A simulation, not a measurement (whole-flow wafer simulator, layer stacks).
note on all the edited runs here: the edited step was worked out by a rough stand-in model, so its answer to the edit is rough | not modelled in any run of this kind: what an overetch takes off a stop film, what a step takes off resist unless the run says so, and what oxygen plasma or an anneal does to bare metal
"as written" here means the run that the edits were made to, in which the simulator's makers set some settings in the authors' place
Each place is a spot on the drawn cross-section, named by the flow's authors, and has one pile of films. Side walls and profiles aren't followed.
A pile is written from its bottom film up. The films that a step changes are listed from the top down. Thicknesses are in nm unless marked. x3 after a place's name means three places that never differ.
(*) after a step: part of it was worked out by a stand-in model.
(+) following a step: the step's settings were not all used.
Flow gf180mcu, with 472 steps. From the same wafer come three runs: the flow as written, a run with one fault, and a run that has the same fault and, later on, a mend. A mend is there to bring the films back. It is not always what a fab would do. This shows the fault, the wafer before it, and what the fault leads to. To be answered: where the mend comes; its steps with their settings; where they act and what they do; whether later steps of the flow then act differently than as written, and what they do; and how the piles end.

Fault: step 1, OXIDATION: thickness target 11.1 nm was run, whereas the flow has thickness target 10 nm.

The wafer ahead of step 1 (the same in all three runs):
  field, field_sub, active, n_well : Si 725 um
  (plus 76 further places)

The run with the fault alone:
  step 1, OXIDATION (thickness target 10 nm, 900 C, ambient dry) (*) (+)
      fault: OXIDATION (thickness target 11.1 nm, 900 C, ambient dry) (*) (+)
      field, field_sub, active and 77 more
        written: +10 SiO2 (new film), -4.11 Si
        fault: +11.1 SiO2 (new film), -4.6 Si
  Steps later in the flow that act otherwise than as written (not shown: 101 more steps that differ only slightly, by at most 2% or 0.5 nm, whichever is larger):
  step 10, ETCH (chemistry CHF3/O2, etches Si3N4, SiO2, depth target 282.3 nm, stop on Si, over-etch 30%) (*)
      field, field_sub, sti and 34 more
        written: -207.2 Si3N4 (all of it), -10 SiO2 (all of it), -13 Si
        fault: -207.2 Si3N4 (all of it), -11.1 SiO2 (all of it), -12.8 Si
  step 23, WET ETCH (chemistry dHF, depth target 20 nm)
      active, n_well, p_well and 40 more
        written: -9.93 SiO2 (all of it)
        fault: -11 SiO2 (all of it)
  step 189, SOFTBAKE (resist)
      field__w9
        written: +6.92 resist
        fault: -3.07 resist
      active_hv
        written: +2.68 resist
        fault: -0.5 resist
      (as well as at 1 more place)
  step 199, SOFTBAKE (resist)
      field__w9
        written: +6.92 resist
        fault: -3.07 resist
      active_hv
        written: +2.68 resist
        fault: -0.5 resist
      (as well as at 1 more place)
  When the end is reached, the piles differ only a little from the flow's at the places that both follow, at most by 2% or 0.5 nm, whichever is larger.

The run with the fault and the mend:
  After step 1 comes the mend.
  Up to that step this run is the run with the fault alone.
  step 1a, WET ETCH (chemistry dHF, depth target 1.1 nm, 25 C, dilution 100:1)
      field, field_sub, active and 77 more
        -1.1 SiO2
  None of the later steps of the flow acts differently than as written at any place that is followed.
  When the end is reached, the piles differ only a little from the flow's at the places that both follow, at most by 2% or 0.5 nm, whichever is larger.
